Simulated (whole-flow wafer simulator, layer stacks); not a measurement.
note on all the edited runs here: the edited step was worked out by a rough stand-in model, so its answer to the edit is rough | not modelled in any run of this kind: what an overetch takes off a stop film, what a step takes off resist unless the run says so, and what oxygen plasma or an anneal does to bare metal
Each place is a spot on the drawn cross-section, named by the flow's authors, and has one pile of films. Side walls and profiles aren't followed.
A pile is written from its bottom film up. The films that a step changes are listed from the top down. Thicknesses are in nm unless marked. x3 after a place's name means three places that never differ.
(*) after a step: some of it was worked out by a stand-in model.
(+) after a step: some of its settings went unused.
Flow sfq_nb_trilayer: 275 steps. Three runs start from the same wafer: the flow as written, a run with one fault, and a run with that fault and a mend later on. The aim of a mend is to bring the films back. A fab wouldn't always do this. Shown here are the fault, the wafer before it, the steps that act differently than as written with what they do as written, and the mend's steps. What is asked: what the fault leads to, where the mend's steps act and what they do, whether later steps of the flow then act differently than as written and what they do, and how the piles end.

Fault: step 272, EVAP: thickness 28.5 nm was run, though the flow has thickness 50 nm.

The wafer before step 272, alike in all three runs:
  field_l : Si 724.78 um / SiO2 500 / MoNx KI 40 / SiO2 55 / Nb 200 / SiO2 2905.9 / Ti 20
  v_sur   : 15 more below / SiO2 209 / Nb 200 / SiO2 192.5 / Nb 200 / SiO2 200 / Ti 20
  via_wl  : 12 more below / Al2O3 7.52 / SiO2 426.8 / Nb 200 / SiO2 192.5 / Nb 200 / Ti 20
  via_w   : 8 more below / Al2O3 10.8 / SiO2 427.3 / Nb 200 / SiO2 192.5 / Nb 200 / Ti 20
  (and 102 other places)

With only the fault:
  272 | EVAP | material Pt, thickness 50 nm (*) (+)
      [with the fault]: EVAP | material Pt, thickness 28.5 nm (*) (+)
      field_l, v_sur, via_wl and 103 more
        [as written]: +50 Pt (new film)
        [with the fault]: +28.5 Pt (new film)
  Steps later in the flow that act otherwise than as written:
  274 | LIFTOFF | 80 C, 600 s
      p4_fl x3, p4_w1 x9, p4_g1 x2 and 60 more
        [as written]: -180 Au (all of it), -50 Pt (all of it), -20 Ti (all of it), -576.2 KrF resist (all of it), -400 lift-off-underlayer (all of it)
        [with the fault]: -180 Au (all of it), -28.5 Pt (all of it), -20 Ti (all of it), -576.2 KrF resist (all of it), -400 lift-off-underlayer (all of it)
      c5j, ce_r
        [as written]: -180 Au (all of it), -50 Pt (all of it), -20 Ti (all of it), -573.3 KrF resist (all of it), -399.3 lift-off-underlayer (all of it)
        [with the fault]: -180 Au (all of it), -28.5 Pt (all of it), -20 Ti (all of it), -573.3 KrF resist (all of it), -399.3 lift-off-underlayer (all of it)
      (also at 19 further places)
  At field_l, v_sur, via_wl and 8 more, the piles at the end differ from the flow's by more than 2% or 0.5 nm, whichever is larger.
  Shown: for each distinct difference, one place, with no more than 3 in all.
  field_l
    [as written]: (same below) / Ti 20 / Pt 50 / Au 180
    [with the fault]: (same below) / Ti 20 / Pt 28.5 / Au 180

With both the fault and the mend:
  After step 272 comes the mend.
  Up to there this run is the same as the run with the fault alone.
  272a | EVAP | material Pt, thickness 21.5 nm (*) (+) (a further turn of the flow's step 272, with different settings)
      field_l, v_sur, via_wl and 103 more
        +21.5 Pt
  None of the later steps of the flow acts differently than as written at any place that is followed.
  By the end, the piles equal the flow's at every place that both follow.
